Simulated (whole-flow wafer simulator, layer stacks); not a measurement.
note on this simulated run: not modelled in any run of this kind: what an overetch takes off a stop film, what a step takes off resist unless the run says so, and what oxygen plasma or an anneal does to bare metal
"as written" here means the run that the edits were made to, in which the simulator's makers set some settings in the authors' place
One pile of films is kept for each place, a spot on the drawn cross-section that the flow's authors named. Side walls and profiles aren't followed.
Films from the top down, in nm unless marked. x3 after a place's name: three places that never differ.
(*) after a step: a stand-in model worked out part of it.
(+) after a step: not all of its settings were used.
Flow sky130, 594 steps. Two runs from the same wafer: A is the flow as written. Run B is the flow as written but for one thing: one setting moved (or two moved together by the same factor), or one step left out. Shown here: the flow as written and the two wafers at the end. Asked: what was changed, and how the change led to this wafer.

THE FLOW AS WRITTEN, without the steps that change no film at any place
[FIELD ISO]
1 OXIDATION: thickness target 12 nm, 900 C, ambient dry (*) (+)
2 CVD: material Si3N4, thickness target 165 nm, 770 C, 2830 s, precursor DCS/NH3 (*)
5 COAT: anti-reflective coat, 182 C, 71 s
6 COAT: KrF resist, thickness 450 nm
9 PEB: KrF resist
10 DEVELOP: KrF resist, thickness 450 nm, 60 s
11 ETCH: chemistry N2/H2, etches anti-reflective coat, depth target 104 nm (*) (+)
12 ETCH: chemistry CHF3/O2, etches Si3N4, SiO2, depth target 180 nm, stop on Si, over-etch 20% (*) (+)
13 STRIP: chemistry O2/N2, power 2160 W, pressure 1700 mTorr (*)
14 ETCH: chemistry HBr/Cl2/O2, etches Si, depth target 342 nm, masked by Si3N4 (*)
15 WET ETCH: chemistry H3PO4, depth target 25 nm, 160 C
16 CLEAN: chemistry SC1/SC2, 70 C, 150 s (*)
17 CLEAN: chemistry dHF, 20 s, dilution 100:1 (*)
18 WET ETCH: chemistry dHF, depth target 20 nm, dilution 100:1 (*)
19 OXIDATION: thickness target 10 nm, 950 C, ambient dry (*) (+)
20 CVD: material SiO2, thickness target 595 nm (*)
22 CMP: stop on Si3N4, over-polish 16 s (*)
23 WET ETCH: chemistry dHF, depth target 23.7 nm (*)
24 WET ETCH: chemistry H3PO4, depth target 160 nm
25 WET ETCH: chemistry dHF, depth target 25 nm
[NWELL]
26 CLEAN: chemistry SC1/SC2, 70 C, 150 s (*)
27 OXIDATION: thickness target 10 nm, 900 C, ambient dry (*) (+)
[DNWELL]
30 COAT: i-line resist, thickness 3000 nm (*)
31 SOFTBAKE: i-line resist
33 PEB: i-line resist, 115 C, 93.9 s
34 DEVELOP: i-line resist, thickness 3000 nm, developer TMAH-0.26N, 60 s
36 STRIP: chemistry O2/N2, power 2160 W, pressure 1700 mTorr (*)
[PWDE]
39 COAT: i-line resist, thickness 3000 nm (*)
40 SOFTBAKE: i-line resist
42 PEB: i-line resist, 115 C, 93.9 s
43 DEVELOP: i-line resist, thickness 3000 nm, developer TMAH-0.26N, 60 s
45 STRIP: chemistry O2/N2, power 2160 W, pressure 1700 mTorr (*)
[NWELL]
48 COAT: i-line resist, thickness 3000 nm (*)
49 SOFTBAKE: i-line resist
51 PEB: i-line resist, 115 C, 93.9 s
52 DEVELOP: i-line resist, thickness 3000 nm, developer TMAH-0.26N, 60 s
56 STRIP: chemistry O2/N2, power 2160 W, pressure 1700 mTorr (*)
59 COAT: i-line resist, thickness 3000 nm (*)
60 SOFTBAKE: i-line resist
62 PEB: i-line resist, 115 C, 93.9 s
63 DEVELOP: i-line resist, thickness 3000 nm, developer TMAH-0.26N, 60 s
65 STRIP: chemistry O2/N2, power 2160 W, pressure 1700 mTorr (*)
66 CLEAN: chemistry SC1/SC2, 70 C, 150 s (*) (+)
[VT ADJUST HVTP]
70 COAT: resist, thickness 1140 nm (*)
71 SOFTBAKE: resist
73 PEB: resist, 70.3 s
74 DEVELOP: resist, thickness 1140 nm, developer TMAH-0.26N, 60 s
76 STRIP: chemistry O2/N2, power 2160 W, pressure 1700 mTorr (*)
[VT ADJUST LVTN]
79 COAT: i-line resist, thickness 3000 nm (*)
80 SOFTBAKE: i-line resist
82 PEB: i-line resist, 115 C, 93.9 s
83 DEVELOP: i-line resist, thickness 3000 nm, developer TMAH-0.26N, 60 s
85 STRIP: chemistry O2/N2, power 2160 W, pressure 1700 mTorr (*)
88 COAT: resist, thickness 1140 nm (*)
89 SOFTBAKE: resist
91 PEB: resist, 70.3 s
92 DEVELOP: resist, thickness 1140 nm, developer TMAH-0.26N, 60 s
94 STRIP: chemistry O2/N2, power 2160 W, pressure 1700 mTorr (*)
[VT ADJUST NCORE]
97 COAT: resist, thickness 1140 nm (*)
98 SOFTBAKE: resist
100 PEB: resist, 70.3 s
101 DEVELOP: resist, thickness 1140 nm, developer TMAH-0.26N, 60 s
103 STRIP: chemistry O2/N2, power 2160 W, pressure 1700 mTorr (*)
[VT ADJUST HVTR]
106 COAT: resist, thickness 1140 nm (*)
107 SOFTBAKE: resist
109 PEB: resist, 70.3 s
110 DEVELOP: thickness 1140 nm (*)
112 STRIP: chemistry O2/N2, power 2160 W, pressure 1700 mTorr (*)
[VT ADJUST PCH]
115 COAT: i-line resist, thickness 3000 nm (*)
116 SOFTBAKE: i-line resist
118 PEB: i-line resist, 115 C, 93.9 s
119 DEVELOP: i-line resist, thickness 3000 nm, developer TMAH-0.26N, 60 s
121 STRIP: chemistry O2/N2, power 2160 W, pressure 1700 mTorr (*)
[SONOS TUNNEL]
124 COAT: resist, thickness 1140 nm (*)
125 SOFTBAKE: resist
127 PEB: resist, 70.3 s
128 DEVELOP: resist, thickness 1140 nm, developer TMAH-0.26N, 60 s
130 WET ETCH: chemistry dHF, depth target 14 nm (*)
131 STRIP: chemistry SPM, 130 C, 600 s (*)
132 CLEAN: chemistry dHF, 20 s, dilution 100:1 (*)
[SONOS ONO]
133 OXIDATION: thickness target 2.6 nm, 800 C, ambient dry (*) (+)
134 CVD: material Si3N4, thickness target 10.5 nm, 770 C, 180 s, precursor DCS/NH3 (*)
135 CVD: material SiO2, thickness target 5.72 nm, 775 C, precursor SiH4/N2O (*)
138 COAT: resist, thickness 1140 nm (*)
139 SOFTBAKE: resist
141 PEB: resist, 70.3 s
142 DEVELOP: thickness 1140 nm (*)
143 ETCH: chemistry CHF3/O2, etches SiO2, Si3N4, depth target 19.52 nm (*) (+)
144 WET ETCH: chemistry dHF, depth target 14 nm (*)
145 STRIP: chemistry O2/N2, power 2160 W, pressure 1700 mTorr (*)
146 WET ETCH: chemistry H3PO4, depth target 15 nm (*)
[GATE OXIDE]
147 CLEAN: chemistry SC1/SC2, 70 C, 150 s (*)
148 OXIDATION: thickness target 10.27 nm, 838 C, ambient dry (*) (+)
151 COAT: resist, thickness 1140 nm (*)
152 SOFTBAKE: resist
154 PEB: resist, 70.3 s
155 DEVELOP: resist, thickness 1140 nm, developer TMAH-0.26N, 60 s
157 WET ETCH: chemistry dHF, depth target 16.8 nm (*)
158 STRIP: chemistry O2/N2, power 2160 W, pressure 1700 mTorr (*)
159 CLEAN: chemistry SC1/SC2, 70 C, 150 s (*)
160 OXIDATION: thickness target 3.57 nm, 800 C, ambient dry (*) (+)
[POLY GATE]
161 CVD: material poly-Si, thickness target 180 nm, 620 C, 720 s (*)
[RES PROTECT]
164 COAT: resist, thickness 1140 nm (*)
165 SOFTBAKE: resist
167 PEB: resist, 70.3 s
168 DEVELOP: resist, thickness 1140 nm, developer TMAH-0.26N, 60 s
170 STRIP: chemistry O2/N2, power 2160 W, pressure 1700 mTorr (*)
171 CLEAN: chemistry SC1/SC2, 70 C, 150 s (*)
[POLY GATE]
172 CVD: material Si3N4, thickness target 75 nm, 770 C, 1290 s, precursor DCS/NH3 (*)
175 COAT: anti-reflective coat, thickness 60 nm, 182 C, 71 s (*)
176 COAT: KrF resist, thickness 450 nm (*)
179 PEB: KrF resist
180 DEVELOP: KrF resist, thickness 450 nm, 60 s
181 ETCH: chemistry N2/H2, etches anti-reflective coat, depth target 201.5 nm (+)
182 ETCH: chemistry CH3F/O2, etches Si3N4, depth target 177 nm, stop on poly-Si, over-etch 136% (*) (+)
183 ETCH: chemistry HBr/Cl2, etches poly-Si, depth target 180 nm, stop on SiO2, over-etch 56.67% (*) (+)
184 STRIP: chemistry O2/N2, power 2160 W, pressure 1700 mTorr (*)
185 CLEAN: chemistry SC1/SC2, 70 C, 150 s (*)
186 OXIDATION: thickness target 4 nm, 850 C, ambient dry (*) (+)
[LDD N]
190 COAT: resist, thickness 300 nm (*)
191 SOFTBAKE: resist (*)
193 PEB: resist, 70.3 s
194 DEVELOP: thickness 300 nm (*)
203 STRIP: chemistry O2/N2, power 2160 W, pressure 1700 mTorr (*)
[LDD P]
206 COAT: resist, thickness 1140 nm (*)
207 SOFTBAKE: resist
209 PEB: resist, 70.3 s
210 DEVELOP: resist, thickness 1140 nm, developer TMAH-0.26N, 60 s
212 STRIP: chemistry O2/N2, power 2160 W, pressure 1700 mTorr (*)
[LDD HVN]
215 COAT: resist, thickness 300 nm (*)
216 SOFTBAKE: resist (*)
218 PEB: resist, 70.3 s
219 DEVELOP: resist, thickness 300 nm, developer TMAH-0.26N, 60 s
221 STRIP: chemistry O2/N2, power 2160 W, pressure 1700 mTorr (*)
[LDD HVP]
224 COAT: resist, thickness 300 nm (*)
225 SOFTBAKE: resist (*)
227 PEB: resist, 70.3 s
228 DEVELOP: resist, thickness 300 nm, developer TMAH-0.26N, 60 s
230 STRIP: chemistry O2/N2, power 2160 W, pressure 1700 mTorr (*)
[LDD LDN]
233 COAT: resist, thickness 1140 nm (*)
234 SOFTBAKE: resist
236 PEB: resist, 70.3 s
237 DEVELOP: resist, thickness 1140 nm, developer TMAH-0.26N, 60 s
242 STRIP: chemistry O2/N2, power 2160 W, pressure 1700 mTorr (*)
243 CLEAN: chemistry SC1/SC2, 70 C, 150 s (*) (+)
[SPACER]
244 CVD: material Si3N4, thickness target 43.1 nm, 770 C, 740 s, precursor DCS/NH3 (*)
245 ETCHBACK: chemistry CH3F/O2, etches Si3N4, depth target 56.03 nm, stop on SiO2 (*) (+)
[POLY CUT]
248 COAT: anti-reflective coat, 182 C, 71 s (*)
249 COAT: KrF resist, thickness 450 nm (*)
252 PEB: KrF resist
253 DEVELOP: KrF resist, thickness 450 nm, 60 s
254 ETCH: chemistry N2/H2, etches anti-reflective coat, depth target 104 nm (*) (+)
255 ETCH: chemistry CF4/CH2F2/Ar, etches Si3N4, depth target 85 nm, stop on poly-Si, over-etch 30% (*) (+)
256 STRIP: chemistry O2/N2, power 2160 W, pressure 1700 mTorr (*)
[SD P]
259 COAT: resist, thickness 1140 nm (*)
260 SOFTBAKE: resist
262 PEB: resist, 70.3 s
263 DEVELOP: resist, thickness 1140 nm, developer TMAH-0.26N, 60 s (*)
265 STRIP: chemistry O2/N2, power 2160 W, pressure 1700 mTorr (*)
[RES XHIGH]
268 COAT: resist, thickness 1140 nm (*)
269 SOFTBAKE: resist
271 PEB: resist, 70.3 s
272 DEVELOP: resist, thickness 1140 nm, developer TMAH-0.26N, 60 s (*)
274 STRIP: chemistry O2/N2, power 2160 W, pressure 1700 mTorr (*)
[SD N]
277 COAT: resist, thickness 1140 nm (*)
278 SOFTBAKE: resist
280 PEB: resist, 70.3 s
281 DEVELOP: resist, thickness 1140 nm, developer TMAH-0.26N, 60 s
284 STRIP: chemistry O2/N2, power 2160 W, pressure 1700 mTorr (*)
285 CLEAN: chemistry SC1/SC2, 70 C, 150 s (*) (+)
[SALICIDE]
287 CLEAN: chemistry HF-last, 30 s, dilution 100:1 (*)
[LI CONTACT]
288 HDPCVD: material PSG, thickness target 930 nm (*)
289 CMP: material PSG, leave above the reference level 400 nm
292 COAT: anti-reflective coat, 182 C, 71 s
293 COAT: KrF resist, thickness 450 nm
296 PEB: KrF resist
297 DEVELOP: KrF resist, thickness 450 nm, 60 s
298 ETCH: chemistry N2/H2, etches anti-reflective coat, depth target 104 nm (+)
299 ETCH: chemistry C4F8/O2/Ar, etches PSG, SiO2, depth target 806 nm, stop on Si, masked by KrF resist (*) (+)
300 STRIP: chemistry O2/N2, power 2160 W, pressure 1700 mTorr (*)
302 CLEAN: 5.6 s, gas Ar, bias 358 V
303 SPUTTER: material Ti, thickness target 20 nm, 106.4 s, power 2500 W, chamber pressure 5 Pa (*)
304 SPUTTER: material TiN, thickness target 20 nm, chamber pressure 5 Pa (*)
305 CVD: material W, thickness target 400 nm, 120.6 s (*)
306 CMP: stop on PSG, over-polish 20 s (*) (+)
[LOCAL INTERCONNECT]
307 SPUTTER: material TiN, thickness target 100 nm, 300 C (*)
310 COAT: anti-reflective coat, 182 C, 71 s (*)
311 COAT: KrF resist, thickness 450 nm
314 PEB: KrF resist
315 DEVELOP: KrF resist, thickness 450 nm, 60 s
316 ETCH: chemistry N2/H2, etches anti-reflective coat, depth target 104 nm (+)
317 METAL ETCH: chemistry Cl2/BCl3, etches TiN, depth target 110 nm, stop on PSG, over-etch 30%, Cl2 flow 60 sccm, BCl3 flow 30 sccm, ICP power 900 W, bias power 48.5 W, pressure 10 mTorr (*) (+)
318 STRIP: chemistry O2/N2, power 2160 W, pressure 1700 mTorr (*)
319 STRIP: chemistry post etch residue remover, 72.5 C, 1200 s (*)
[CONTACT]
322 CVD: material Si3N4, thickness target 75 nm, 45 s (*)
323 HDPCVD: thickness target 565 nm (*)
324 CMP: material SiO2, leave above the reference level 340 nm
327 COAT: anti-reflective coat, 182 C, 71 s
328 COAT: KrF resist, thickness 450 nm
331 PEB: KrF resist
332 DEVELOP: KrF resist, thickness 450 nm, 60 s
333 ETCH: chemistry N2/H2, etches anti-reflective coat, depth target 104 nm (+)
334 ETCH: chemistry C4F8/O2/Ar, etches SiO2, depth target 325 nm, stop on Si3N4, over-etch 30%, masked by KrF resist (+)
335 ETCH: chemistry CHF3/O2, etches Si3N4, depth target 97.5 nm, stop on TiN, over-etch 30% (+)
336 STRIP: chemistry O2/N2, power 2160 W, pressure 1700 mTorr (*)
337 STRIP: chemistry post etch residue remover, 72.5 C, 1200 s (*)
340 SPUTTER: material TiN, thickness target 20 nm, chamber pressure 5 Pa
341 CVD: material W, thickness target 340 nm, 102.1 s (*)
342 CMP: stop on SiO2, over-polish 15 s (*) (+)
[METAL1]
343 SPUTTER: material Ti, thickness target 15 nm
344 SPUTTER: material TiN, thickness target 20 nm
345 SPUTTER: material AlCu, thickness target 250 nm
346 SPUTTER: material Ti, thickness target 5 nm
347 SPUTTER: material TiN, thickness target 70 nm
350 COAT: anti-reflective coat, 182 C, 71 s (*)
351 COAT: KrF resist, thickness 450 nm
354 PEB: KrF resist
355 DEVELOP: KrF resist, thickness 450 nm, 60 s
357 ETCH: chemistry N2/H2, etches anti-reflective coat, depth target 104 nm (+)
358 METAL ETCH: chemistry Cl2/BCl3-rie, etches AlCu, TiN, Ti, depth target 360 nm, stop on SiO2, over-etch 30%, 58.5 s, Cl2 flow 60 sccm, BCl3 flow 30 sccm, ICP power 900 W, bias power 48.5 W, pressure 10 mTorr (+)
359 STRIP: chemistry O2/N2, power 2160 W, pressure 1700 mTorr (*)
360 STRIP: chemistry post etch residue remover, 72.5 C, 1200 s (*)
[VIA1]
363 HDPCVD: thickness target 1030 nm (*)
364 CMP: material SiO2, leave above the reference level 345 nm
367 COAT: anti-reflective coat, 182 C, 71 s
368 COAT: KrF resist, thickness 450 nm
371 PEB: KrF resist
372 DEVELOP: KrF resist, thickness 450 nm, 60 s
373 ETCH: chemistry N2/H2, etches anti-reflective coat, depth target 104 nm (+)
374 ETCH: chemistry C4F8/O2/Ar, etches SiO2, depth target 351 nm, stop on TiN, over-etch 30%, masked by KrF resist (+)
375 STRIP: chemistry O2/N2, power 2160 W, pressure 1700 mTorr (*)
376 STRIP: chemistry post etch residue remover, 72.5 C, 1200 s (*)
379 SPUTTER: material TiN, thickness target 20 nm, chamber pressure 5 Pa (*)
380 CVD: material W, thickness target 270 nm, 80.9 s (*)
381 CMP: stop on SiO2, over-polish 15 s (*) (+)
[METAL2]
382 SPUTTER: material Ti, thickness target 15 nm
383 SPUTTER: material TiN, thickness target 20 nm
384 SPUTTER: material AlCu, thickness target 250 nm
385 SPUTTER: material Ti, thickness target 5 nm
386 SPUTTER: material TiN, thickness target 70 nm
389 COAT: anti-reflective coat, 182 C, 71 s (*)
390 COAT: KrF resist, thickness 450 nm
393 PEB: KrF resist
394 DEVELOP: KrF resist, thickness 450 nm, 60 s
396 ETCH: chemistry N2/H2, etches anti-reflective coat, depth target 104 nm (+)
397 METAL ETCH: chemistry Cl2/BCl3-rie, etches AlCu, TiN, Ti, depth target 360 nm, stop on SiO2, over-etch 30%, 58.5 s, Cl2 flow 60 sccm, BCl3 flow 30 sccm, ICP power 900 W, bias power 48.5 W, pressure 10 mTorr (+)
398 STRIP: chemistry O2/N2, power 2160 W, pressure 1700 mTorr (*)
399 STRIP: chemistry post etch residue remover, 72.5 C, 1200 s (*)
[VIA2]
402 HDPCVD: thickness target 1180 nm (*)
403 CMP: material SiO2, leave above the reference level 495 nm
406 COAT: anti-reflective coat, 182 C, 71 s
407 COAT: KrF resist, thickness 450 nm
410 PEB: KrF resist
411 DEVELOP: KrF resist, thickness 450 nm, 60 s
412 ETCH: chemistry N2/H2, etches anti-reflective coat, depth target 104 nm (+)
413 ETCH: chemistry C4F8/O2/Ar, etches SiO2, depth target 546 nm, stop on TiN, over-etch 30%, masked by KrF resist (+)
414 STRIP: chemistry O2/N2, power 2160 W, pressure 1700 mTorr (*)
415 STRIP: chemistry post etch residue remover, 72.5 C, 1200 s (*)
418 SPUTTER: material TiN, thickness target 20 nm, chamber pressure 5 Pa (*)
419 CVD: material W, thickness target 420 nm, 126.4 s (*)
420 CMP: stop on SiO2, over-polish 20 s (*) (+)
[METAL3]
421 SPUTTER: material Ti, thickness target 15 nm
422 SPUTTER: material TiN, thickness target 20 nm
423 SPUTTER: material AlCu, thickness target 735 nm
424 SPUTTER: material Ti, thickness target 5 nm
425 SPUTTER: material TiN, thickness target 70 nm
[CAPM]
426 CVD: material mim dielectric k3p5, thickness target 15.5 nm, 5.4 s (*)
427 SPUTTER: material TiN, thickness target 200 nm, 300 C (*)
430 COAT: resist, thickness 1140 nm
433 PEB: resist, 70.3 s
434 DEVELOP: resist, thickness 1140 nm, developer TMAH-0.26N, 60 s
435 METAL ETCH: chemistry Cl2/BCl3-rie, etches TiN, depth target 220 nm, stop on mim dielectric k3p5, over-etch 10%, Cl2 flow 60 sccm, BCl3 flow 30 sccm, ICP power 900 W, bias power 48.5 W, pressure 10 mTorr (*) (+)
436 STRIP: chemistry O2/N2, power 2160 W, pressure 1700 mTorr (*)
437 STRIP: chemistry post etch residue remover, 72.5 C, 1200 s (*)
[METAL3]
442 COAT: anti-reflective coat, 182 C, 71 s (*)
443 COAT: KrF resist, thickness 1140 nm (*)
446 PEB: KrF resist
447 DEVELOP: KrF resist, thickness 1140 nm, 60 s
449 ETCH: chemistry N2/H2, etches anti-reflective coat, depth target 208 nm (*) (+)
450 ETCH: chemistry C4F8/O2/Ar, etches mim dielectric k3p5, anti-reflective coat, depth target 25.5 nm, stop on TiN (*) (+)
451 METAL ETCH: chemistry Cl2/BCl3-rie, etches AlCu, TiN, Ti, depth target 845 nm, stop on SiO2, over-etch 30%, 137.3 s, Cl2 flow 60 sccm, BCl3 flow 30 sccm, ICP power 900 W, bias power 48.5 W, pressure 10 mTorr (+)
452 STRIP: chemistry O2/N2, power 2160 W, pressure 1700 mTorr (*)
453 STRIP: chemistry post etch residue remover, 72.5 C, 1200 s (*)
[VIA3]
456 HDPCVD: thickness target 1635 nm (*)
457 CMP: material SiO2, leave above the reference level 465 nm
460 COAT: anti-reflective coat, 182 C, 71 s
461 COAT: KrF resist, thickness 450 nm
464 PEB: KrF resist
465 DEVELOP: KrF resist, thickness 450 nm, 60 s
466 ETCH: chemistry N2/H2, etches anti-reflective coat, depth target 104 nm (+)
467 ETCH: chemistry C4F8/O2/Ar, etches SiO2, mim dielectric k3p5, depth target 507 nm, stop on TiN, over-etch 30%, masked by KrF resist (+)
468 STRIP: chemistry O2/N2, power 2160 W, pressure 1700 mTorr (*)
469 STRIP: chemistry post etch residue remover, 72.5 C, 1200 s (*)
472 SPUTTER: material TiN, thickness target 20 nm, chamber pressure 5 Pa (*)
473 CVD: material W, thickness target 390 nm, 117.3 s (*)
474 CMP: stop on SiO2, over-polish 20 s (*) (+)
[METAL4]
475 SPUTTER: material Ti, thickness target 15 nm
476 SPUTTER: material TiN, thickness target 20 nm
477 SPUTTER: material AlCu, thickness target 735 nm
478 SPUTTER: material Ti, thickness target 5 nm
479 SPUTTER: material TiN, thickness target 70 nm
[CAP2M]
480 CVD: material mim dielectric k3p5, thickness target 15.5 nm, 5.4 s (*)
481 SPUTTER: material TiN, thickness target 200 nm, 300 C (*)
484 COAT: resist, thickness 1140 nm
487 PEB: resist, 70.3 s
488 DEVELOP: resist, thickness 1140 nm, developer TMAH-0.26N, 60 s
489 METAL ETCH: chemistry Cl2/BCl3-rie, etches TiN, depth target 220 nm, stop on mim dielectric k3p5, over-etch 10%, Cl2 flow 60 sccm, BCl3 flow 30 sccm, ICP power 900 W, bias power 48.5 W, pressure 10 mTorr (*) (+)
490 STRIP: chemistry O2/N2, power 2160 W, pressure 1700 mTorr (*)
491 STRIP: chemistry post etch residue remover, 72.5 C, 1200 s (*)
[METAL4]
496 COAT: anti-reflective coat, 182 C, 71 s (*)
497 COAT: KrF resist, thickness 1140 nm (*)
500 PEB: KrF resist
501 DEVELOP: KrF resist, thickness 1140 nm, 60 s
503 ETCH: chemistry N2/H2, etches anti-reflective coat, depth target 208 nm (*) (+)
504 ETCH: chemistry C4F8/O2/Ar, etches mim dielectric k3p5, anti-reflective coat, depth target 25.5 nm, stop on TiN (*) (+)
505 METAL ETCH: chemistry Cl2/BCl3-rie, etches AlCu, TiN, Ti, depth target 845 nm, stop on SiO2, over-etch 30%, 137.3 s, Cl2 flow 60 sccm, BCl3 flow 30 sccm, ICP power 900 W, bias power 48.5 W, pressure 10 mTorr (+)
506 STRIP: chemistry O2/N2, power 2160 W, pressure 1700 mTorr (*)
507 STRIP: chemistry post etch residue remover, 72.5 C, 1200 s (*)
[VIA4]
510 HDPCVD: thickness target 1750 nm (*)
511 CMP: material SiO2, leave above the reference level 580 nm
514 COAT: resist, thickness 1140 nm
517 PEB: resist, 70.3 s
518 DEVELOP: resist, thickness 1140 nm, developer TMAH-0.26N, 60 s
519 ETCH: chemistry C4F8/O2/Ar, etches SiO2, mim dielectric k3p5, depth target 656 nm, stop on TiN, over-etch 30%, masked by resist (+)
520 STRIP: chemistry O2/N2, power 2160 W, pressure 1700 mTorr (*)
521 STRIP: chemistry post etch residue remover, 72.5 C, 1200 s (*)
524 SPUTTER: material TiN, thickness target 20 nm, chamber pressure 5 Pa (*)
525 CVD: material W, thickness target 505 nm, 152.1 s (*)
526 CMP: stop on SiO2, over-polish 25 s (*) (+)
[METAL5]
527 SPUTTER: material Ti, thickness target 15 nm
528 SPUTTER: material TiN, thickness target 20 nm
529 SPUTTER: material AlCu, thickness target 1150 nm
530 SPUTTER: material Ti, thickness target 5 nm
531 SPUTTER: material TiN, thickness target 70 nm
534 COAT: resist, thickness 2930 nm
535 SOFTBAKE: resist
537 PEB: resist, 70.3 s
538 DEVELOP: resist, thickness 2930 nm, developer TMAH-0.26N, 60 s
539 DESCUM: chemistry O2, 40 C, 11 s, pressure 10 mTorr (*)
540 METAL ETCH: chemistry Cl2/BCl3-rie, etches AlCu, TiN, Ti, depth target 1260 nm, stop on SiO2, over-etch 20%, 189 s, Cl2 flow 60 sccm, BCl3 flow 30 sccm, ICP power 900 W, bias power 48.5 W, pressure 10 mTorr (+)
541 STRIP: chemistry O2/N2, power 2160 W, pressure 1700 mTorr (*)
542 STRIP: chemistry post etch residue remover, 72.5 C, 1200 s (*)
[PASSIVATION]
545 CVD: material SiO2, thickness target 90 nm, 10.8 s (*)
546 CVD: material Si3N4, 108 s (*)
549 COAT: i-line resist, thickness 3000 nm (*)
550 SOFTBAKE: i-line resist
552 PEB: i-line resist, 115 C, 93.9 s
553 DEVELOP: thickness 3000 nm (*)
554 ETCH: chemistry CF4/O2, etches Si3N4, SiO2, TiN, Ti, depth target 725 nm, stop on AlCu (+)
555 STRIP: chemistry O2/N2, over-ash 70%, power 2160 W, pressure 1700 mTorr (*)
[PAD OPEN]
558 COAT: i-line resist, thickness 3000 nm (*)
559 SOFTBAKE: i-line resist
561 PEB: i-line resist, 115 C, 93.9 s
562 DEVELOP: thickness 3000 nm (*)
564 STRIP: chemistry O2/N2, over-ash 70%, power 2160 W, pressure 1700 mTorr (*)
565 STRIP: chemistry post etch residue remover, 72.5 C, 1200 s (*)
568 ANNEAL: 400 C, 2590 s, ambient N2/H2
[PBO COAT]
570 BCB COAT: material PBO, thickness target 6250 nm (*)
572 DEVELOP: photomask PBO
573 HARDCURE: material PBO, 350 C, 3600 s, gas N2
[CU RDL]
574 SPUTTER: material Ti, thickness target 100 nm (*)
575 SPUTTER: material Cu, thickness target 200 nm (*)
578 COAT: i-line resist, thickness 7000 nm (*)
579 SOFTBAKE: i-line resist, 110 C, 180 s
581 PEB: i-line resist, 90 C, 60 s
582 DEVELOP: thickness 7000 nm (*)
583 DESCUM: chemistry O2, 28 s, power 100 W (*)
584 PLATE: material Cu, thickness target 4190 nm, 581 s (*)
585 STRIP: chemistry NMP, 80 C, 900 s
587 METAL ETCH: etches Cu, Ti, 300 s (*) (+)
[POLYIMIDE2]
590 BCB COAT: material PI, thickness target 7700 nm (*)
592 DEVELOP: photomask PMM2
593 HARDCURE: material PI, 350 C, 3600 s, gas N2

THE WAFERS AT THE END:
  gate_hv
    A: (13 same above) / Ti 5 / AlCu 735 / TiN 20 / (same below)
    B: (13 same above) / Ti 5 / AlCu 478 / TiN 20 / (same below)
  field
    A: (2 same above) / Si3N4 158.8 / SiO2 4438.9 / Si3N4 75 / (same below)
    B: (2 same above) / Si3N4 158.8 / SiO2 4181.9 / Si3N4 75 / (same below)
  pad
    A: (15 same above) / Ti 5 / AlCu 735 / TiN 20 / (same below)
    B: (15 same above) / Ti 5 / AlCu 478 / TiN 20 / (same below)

The cause: step 423, SPUTTER: thickness target 478 nm was run, where the flow has thickness target 735 nm.
It can be read off the wafer: gate_hv has AlCu 478, and step 423 as written asks for 735 nm.

How the change led to this, step by step:
  423 SPUTTER: material AlCu, thickness target 735 nm
      field, active, n_well and 188 more: A AlCu +735 (new film) | B AlCu +478 (new film)
  451 METAL ETCH: chemistry Cl2/BCl3-rie, etches AlCu, TiN, Ti, depth target 845 nm, stop on SiO2, over-etch 30%, 137.3 s, Cl2 flow 60 sccm, BCl3 flow 30 sccm, ICP power 900 W, bias power 48.5 W, pressure 10 mTorr (+)
      field, gate, spacer and 61 more: A TiN -70 (all of it), Ti -5 (all of it), AlCu -735 (all of it), TiN -20 (all of it), Ti -15 (all of it), SiO2 -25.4 | B TiN -70 (all of it), Ti -5 (all of it), AlCu -478 (all of it), TiN -20 (all of it), Ti -15 (all of it), SiO2 -51
      active, vpp_l1ln, via_li1, sonos_guard_hv, iso_guard_nw, rxpo_ln, rpm_encl_urpm: A TiN -70 (all of it), Ti -5 (all of it), AlCu -735 (all of it), TiN -20 (all of it), Ti -15 (all of it), SiO2 -25.3 | B TiN -70 (all of it), Ti -5 (all of it), AlCu -478 (all of it), TiN -20 (all of it), Ti -15 (all of it), SiO2 -51
      (and at 14 more places)
  457 CMP: material SiO2, leave above the reference level 465 nm
      field, active, gate and 77 more: A SiO2 -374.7 | B SiO2 -606
      vpp_iso1, m1_ln, vpp_l1ln, via1_hole, m1_ln_cd: A SiO2 -374.7 | B SiO2 -605.9
